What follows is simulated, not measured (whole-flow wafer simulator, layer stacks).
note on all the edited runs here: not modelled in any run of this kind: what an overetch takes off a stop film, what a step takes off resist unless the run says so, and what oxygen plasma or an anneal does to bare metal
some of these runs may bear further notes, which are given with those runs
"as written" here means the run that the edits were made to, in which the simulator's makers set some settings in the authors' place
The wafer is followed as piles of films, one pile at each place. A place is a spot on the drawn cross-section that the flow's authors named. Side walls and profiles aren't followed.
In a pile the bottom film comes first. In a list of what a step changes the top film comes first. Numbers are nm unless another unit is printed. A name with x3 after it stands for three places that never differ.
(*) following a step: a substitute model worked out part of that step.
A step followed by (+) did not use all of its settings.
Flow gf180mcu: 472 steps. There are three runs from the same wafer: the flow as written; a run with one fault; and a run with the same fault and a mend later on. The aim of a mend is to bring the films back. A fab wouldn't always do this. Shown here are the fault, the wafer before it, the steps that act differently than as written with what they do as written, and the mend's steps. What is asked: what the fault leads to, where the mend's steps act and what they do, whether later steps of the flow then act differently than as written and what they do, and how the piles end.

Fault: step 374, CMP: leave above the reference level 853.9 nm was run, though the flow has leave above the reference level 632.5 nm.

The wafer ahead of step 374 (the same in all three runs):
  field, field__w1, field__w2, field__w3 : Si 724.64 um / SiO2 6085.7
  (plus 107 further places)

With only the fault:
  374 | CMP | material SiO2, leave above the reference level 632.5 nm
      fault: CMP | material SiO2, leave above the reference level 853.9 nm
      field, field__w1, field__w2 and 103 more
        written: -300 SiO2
        fault: -78.6 SiO2
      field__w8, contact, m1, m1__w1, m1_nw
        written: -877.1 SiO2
        fault: -655.7 SiO2
  Later steps of the flow acting differently than as written:
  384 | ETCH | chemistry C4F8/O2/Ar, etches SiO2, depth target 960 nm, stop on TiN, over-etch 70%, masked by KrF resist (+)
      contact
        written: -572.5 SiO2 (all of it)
        fault: -793.9 SiO2 (all of it)
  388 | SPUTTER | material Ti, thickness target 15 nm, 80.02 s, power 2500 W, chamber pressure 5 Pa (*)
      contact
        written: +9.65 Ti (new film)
        fault: +8.49 Ti (new film)
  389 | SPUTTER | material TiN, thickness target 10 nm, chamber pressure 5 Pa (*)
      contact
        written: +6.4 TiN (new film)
        fault: +5.63 TiN (new film)
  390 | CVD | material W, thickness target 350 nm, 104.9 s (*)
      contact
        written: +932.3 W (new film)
        fault: +1155.6 W (new film)
  At field, field__w1, field__w2 and 109 more, the piles at the end differ from the flow's by more than 2% or 0.5 nm, whichever is larger.
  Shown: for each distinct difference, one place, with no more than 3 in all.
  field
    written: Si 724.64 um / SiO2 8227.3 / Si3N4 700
    fault: Si 724.64 um / SiO2 8448.7 / Si3N4 700
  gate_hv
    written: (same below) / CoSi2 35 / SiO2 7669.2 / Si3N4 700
    fault: (same below) / CoSi2 35 / SiO2 7890.6 / Si3N4 700
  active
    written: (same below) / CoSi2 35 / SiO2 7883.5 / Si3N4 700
    fault: (same below) / CoSi2 35 / SiO2 8104.9 / Si3N4 700

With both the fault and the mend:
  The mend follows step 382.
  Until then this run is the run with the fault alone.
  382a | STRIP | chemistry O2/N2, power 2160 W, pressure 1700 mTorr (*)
      field, field__w1, field__w2 and 107 more
        -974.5 KrF resist (all of it), -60 anti-reflective coat (all of it)
      contact
        -60 anti-reflective coat (all of it)
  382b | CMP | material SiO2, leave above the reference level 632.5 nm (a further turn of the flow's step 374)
      field, field__w1, field__w2 and 108 more
        -221.4 SiO2
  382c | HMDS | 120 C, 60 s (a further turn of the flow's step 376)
      alters no film at any place that is followed
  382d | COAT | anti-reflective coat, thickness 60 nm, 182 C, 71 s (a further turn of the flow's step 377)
      field, field__w1, field__w2 and 108 more
        +60 anti-reflective coat (new film)
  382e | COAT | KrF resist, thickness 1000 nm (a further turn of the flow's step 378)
      field, field__w1, field__w2 and 108 more
        +1000 KrF resist (new film)
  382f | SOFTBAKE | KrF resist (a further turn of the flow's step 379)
      alters no film at any place that is followed
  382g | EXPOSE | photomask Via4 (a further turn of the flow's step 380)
      alters no film at any place that is followed
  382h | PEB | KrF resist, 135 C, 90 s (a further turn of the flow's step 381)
      field, field__w1, field__w2 and 108 more
        -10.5 KrF resist
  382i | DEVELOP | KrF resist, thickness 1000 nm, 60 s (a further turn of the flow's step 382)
      field, field__w1, field__w2 and 107 more
        -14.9 KrF resist
      contact
        -989.5 KrF resist (all of it)
  Later steps of the flow that are run all act as written at every place that is followed.
  The piles end the same as the flow's at every place that both follow.
